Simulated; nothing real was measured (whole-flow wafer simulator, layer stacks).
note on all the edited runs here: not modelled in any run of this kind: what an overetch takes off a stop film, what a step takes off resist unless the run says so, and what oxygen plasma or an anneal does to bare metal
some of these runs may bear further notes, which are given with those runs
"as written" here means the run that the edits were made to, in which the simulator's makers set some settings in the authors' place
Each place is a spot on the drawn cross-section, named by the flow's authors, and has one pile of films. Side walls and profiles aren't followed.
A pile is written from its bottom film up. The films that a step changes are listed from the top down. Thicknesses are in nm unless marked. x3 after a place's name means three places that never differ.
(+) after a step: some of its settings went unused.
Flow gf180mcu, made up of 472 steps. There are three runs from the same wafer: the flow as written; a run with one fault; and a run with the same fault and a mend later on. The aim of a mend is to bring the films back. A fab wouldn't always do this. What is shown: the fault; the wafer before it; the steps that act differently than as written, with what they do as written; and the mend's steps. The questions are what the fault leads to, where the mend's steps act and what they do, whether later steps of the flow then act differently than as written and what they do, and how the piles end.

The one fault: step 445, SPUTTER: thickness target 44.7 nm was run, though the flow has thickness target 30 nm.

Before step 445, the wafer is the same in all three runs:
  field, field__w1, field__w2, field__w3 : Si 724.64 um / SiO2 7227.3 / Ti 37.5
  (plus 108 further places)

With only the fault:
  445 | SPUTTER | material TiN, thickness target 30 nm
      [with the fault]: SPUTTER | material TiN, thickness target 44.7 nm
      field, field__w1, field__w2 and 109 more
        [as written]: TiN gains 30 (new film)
        [with the fault]: TiN gains 44.7 (new film)
  Steps later in the flow that act otherwise than as written (4 more steps, not shown, differ only slightly: by at most 2% or 0.5 nm, whichever is larger):
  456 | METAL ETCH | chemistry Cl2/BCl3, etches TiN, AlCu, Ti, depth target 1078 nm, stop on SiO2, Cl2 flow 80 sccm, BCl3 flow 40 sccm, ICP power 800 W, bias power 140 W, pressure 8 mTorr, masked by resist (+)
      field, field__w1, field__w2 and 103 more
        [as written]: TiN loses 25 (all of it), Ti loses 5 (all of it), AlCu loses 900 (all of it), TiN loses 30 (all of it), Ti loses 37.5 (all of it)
        [with the fault]: TiN loses 25 (all of it), Ti loses 5 (all of it), AlCu loses 900 (all of it), TiN loses 44.7 (all of it), Ti loses 37.5 (all of it)
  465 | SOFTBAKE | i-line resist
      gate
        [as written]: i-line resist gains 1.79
        [with the fault]: i-line resist loses 0.24
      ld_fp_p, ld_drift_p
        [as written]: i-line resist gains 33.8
        [with the fault]: i-line resist gains 27.6
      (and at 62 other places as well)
  At field__w8, contact, m1, m1__w1, pad, m1_nw, the piles at the end differ from the flow's by more than 2% or 0.5 nm, whichever is larger.
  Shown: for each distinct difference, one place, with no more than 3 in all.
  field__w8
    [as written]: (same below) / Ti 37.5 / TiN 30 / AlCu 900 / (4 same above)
    [with the fault]: (same below) / Ti 37.5 / TiN 44.7 / AlCu 900 / (4 same above)
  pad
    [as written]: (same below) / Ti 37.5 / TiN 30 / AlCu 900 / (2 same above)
    [with the fault]: (same below) / Ti 37.5 / TiN 44.7 / AlCu 900 / (2 same above)

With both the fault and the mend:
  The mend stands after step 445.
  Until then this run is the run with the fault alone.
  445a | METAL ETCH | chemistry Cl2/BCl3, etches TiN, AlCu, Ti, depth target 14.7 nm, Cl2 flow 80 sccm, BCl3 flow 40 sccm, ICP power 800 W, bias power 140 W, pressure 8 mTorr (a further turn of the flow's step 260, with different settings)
      field, field__w1, field__w2 and 109 more
        TiN loses 14.7
  None of the later steps of the flow acts differently than as written at any place that is followed.
  The piles end the same as the flow's at every place that both follow.
